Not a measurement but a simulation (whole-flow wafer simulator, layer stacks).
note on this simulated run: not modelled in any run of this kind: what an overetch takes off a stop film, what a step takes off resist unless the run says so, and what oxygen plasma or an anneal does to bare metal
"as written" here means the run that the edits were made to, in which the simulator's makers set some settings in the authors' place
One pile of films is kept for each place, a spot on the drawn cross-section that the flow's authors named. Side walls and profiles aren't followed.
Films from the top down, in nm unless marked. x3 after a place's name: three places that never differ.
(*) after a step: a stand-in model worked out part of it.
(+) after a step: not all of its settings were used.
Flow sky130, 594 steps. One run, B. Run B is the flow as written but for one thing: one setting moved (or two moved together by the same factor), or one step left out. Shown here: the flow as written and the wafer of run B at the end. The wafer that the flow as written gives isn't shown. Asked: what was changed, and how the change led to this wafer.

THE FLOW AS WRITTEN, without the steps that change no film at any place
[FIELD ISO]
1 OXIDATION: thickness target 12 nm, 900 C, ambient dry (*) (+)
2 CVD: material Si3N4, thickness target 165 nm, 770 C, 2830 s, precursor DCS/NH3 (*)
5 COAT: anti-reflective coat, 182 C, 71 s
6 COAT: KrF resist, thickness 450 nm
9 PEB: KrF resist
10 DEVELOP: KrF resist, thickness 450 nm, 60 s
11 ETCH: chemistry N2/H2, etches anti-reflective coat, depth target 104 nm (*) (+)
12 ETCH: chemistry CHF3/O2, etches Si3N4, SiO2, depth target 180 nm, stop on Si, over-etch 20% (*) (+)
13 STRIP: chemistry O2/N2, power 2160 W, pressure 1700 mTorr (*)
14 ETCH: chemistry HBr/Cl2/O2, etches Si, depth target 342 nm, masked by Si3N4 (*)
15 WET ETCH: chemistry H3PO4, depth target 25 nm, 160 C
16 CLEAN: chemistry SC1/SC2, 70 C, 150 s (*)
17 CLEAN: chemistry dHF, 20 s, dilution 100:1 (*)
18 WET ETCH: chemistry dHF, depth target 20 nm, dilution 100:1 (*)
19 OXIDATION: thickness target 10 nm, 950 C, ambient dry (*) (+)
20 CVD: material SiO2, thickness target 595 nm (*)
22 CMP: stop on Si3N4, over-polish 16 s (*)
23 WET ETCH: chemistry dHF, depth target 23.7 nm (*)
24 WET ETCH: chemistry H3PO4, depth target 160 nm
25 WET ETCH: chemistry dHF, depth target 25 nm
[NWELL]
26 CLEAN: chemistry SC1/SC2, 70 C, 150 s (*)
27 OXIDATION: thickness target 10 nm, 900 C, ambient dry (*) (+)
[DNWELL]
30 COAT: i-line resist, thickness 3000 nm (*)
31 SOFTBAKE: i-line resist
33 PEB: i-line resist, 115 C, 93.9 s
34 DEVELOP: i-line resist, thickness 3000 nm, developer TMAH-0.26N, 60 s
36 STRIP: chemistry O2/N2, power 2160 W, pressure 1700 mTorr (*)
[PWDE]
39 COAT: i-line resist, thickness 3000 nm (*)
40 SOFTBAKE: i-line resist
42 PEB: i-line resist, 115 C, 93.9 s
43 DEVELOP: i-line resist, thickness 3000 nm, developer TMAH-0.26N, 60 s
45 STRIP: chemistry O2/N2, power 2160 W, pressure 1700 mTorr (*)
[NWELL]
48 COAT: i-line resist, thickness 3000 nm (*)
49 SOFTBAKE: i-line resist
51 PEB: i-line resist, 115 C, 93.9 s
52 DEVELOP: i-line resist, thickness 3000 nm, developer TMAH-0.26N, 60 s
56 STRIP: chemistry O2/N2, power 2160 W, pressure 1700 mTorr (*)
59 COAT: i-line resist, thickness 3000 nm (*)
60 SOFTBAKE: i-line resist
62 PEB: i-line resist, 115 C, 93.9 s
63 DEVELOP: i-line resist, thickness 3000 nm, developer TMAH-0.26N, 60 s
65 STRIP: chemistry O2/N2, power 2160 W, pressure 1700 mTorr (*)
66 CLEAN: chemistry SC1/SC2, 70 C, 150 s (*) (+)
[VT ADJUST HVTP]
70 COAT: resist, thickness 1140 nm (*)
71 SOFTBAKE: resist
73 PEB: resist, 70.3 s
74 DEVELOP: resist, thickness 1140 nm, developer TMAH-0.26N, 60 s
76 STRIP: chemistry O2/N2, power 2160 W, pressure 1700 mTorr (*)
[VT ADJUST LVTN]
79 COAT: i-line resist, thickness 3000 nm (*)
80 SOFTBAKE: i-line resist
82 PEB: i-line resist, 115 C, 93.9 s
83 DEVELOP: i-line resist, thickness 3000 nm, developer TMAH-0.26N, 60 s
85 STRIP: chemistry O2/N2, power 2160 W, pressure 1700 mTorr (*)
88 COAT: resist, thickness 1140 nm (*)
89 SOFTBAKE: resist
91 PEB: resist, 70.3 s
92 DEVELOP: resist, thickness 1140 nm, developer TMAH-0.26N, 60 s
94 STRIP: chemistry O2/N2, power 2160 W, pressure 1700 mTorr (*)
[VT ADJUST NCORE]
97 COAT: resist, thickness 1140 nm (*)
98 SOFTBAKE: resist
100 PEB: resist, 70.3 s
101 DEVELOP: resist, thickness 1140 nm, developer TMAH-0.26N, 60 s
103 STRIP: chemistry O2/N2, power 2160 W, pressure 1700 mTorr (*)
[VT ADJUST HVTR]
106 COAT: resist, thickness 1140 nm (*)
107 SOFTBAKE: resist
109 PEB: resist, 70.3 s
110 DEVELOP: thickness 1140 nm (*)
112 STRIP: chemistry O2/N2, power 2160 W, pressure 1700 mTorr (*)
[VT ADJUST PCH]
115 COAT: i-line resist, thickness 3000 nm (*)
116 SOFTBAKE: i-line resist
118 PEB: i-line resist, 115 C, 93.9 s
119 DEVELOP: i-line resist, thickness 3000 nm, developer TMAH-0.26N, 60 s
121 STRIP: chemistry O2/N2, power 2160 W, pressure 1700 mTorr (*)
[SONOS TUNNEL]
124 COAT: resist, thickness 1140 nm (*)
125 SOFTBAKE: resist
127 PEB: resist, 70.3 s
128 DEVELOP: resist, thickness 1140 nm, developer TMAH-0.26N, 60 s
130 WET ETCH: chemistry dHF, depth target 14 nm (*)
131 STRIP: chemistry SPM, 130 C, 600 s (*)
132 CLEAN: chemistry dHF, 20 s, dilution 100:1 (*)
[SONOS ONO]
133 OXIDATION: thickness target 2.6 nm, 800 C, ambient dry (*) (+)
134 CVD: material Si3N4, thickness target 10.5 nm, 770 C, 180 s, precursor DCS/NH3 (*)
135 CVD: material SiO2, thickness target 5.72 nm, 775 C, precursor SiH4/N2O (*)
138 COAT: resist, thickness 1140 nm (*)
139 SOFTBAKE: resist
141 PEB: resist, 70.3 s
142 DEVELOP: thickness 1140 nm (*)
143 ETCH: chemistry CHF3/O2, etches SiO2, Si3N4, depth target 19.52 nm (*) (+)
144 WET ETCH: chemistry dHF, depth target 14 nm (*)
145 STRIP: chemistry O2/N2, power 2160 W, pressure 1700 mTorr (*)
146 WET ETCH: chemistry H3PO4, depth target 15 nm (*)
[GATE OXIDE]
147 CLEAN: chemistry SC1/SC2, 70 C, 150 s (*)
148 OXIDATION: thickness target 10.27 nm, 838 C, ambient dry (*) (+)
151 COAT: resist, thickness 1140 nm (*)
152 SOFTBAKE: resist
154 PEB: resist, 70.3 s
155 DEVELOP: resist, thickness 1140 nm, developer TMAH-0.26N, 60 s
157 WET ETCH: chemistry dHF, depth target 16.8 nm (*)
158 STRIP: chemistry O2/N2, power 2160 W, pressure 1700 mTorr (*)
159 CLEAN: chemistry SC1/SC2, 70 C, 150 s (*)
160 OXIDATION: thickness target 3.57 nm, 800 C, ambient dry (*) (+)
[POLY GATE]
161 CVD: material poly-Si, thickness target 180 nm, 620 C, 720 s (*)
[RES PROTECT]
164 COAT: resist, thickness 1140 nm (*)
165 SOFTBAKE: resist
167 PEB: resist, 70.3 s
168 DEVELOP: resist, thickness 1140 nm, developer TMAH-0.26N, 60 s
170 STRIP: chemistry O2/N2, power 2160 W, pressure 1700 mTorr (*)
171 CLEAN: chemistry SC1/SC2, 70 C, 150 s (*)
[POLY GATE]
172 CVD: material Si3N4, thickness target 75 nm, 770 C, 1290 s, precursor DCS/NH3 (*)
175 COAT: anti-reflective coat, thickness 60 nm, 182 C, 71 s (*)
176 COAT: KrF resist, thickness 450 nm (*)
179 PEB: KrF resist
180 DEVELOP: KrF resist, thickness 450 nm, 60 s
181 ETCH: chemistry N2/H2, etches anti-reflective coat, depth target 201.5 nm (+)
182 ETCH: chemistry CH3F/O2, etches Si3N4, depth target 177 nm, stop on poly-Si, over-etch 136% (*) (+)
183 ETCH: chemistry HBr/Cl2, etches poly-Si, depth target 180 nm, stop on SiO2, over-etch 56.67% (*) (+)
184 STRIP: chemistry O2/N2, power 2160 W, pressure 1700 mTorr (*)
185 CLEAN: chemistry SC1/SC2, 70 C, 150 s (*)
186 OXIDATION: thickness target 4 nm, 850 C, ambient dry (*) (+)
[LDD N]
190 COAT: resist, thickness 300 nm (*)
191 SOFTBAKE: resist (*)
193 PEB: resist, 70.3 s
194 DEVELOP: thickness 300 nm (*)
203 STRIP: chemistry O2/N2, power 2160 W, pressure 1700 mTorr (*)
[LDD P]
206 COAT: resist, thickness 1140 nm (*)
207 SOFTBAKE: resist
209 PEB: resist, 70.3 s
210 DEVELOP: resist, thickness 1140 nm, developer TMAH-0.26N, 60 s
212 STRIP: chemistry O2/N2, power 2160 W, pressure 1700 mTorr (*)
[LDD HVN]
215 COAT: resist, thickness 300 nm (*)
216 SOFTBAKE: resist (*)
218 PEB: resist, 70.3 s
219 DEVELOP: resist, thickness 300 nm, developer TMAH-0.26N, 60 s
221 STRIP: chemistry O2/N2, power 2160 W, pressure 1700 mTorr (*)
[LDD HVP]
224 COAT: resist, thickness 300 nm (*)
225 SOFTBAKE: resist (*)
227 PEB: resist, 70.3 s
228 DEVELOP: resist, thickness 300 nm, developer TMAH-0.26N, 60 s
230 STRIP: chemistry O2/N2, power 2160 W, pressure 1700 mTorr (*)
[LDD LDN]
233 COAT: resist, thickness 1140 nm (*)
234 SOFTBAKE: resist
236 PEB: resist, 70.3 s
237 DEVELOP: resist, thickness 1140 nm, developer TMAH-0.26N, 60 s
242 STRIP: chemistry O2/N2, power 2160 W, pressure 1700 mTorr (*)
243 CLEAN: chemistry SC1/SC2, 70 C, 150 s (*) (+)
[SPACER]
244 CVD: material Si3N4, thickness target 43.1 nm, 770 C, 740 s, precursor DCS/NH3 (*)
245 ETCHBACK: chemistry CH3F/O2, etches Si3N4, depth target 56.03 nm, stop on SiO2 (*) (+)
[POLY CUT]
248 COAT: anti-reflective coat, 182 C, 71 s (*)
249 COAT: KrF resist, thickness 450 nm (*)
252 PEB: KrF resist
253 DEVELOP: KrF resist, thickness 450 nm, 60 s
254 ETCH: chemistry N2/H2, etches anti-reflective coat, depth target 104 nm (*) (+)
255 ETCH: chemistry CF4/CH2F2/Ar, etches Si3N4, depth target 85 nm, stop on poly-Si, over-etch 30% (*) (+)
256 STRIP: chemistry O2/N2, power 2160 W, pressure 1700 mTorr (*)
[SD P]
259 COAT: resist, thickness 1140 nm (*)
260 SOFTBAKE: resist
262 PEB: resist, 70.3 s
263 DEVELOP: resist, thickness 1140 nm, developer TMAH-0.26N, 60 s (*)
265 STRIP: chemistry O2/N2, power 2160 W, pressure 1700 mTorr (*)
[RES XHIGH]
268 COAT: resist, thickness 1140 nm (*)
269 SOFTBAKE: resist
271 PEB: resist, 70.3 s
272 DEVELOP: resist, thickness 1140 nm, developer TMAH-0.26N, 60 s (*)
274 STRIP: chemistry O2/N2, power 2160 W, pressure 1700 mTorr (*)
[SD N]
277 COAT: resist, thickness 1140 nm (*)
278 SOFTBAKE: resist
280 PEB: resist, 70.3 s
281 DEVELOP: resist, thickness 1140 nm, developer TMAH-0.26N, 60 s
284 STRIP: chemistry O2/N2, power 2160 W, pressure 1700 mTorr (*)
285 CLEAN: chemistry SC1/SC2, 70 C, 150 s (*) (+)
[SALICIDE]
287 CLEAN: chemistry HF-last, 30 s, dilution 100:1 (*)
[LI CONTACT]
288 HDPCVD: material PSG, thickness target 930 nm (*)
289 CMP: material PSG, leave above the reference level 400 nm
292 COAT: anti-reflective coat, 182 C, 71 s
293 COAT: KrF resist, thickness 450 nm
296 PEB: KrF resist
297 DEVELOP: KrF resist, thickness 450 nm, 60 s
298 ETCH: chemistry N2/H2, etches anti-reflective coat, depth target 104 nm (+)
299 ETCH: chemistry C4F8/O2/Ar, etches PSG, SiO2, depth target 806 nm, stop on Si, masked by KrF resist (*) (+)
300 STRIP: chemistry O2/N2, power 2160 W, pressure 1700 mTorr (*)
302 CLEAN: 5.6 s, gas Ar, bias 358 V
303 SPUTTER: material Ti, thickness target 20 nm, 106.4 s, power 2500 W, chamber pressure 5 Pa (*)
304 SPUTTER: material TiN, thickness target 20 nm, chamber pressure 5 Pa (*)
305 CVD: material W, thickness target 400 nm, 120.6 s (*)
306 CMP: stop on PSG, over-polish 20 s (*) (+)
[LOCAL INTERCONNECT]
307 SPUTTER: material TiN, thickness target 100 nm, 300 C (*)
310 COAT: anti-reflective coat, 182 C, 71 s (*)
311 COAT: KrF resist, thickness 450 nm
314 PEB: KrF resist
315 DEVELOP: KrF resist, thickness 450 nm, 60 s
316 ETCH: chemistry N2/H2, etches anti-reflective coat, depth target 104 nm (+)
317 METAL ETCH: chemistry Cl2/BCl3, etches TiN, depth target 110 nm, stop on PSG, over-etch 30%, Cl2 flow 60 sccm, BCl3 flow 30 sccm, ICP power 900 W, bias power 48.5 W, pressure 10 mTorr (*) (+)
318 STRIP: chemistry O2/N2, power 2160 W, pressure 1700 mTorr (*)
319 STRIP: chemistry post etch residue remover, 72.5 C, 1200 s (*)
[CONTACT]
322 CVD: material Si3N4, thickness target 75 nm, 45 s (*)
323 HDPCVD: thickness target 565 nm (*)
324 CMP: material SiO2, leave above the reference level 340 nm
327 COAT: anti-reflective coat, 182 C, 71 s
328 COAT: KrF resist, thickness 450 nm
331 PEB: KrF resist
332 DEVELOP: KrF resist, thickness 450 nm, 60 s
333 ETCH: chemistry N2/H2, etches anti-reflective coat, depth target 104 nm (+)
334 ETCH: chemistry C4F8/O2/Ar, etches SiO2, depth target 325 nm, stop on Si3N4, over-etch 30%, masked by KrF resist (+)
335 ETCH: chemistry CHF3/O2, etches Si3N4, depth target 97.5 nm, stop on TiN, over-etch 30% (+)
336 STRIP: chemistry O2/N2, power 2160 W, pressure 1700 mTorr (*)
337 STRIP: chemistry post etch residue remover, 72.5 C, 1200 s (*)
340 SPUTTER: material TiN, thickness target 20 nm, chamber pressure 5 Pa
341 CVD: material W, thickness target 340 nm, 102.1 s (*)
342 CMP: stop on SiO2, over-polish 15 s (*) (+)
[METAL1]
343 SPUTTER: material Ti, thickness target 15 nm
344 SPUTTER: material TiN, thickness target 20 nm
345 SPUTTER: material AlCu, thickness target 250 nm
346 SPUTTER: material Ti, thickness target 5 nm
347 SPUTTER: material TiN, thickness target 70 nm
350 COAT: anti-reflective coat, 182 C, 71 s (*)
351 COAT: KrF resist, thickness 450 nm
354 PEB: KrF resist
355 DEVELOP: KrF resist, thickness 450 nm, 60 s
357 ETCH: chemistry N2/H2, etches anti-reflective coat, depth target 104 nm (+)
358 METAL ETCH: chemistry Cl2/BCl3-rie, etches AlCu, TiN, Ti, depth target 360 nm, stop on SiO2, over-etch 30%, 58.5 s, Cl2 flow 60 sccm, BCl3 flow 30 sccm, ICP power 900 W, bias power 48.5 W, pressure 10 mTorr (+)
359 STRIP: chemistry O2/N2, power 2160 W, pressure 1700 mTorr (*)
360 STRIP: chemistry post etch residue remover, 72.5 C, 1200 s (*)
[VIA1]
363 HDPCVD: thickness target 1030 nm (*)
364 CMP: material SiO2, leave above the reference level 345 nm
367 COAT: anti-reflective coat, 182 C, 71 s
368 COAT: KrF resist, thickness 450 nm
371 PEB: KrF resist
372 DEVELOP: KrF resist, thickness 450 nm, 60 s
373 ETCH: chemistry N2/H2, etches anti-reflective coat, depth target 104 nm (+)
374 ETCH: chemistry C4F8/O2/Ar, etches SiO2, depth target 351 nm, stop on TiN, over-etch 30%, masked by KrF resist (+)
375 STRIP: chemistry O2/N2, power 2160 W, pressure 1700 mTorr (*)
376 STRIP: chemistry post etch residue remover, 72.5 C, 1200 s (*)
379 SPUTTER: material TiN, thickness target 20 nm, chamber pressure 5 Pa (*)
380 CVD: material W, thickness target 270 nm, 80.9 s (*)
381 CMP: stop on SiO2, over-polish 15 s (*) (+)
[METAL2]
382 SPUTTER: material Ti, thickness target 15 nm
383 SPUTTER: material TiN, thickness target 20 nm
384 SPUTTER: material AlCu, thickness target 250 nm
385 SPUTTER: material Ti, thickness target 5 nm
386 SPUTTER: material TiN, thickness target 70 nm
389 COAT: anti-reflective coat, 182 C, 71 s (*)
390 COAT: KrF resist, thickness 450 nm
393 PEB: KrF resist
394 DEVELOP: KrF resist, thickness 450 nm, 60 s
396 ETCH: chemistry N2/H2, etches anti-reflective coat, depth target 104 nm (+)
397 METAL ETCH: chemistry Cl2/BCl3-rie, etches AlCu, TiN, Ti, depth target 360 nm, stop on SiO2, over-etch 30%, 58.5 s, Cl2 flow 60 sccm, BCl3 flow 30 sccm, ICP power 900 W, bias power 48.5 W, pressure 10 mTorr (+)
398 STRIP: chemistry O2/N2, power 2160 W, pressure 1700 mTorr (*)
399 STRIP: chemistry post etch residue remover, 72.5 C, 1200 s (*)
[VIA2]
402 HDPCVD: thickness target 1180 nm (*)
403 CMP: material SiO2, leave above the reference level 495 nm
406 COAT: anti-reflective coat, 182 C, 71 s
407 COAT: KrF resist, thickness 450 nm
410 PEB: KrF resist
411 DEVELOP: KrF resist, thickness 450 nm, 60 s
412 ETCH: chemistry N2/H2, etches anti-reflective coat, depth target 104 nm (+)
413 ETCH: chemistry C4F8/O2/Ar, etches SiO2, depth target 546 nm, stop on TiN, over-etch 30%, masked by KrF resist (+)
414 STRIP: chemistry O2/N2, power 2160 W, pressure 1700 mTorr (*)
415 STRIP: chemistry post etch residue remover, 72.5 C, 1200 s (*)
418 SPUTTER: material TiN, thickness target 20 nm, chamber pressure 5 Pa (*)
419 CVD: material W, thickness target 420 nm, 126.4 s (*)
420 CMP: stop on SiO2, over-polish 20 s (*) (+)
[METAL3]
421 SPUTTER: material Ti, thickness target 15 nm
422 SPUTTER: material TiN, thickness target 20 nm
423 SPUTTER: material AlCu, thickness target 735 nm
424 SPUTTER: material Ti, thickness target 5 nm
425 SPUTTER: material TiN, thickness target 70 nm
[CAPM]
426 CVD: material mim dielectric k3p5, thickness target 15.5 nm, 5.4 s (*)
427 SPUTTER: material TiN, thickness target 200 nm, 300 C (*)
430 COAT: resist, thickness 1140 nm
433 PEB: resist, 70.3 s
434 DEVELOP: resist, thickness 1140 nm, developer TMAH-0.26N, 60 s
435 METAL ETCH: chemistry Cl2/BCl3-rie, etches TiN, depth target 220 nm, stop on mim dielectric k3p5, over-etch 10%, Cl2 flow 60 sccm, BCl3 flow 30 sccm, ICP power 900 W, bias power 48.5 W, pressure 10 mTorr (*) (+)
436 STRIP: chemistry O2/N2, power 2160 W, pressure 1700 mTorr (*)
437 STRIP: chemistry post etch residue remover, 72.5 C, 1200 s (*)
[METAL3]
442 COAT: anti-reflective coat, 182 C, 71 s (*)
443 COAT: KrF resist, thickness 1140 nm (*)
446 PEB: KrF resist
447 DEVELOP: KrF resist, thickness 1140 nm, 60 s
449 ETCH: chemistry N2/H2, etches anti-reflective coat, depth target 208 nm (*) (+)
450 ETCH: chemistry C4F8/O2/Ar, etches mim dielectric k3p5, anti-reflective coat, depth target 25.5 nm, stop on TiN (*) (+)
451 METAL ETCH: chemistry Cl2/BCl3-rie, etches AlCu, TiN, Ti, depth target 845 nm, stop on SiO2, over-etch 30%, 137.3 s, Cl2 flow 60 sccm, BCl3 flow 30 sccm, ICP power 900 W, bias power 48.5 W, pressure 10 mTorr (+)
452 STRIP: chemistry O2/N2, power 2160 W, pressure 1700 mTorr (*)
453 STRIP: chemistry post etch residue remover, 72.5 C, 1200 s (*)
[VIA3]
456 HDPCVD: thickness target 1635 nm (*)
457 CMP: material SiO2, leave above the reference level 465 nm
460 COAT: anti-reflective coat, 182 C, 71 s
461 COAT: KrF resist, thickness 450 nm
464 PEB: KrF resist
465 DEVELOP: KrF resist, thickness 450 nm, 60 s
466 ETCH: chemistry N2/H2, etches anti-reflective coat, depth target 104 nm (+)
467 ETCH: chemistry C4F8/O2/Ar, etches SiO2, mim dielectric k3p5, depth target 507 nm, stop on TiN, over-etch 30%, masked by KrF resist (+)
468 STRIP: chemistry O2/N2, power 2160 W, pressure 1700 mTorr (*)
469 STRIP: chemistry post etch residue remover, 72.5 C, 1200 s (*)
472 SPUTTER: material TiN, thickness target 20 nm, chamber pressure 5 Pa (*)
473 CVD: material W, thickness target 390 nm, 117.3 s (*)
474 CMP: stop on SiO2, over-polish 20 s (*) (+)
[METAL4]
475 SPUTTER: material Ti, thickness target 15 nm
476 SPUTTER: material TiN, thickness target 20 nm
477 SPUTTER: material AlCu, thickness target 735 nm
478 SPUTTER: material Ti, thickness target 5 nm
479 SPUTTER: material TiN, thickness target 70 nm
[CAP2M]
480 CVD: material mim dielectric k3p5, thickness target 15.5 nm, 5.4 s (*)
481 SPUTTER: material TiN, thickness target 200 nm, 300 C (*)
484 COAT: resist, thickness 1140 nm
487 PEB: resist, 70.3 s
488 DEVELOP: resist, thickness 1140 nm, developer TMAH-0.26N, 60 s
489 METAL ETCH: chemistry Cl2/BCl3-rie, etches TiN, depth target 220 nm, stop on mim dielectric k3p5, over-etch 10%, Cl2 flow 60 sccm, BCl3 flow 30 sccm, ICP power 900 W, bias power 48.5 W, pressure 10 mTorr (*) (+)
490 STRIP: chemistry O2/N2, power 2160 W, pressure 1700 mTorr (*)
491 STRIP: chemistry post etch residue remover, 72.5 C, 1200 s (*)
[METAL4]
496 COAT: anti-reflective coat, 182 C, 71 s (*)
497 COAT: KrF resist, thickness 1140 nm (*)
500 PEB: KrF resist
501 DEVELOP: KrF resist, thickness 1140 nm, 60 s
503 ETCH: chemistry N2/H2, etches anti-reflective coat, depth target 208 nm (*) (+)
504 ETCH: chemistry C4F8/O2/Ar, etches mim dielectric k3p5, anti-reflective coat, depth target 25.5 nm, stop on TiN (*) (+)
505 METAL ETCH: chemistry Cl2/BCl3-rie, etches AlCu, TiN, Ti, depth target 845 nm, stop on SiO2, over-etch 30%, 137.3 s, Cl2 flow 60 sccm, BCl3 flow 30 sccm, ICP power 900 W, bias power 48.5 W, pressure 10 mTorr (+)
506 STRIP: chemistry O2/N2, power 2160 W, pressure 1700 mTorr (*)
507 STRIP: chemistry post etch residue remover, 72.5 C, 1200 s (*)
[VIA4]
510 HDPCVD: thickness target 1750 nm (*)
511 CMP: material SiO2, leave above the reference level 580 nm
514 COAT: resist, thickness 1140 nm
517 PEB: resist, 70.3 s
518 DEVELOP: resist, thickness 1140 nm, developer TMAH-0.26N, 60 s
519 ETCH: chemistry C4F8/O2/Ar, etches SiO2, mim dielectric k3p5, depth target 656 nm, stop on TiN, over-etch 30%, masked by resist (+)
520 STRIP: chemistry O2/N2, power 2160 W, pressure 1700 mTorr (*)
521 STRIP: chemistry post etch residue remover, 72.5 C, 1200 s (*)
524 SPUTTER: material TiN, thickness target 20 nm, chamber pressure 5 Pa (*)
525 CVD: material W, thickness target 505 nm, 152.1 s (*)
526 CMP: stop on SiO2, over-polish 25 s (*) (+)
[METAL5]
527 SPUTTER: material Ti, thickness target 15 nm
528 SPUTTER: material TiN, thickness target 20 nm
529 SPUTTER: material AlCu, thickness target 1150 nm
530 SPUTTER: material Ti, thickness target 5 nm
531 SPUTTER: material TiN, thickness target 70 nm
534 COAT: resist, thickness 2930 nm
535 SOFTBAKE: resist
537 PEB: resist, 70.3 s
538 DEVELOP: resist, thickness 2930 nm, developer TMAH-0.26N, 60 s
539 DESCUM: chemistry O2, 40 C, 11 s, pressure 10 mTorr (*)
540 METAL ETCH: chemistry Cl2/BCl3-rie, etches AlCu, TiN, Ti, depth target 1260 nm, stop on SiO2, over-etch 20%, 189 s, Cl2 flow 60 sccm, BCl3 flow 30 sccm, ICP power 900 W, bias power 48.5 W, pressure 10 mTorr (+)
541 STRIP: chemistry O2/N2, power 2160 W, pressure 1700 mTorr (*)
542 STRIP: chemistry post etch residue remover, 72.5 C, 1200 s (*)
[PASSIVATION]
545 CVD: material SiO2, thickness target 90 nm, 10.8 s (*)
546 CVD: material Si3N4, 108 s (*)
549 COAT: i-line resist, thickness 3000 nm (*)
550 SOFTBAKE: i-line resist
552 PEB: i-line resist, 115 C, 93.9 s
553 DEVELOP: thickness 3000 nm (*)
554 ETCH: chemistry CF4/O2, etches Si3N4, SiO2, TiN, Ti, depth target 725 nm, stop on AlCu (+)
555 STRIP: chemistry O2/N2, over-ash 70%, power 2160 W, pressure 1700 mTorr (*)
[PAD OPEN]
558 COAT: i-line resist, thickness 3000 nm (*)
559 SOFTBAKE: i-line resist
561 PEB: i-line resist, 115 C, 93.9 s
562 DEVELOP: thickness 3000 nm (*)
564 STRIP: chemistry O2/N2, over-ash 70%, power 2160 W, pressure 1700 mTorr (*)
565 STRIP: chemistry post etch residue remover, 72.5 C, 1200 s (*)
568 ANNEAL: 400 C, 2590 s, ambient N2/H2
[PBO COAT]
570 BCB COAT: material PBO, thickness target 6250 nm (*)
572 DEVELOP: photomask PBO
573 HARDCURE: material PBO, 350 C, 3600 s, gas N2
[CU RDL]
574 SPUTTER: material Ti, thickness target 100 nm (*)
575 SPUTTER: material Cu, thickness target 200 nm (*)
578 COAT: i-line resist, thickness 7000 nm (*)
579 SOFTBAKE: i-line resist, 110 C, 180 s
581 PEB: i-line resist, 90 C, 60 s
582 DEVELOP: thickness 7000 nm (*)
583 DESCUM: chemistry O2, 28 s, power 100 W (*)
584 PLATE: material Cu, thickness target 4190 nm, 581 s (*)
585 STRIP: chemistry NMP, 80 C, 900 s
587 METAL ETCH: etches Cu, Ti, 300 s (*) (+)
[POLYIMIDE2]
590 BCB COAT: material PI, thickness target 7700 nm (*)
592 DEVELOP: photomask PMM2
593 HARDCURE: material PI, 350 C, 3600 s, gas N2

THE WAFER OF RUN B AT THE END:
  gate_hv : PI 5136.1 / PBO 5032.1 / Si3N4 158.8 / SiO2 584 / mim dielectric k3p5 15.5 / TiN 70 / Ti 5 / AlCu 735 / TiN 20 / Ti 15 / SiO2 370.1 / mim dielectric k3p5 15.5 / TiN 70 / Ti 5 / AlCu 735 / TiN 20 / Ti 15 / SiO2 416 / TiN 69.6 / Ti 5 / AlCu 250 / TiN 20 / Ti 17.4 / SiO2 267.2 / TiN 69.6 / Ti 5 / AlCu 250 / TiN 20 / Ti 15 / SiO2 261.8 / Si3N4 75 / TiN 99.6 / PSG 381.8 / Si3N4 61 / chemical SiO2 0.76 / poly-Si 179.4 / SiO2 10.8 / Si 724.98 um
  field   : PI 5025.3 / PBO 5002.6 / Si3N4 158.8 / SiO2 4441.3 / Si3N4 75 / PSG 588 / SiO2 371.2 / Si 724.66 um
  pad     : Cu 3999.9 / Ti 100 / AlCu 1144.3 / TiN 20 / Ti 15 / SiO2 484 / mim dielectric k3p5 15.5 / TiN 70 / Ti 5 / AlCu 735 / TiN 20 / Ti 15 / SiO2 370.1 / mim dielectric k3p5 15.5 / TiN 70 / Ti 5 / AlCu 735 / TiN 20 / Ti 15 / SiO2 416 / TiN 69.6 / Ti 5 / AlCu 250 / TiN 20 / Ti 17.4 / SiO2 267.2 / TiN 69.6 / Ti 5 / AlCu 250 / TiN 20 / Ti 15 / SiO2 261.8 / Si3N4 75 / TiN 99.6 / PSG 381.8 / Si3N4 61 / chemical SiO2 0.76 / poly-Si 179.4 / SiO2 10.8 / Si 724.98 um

The cause: step 382, SPUTTER: thickness target 17.4 nm was run, where the flow has thickness target 15 nm.
It can be read off the wafer: gate_hv has Ti 17.4, and step 382 as written asks for 15 nm.

How the change led to this, step by step:
  382 SPUTTER: material Ti, thickness target 15 nm
      field, active, n_well and 188 more: Ti +17.4 (new film) (as written it would be: Ti +15 (new film))
  397 METAL ETCH: chemistry Cl2/BCl3-rie, etches AlCu, TiN, Ti, depth target 360 nm, stop on SiO2, over-etch 30%, 58.5 s, Cl2 flow 60 sccm, BCl3 flow 30 sccm, ICP power 900 W, bias power 48.5 W, pressure 10 mTorr (+)
      field, active, gate and 82 more: TiN -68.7 (all of it), Ti -5 (all of it), AlCu -250 (all of it), TiN -20 (all of it), Ti -17.4 (all of it), SiO2 -10.7 (as written it would be: TiN -68.7 (all of it), Ti -5 (all of it), AlCu -250 (all of it), TiN -20 (all of it), Ti -15 (all of it), SiO2 -10.9)
  550 SOFTBAKE: i-line resist
      via1_hole: i-line resist -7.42 (as written it would be: i-line resist -8.29)
      via1_enc: i-line resist -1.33 (as written it would be: i-line resist -2.14)
  559 SOFTBAKE: i-line resist
      via1_hole: i-line resist -7.42 (as written it would be: i-line resist -8.29)
      via1_enc: i-line resist -1.33 (as written it would be: i-line resist -2.14)
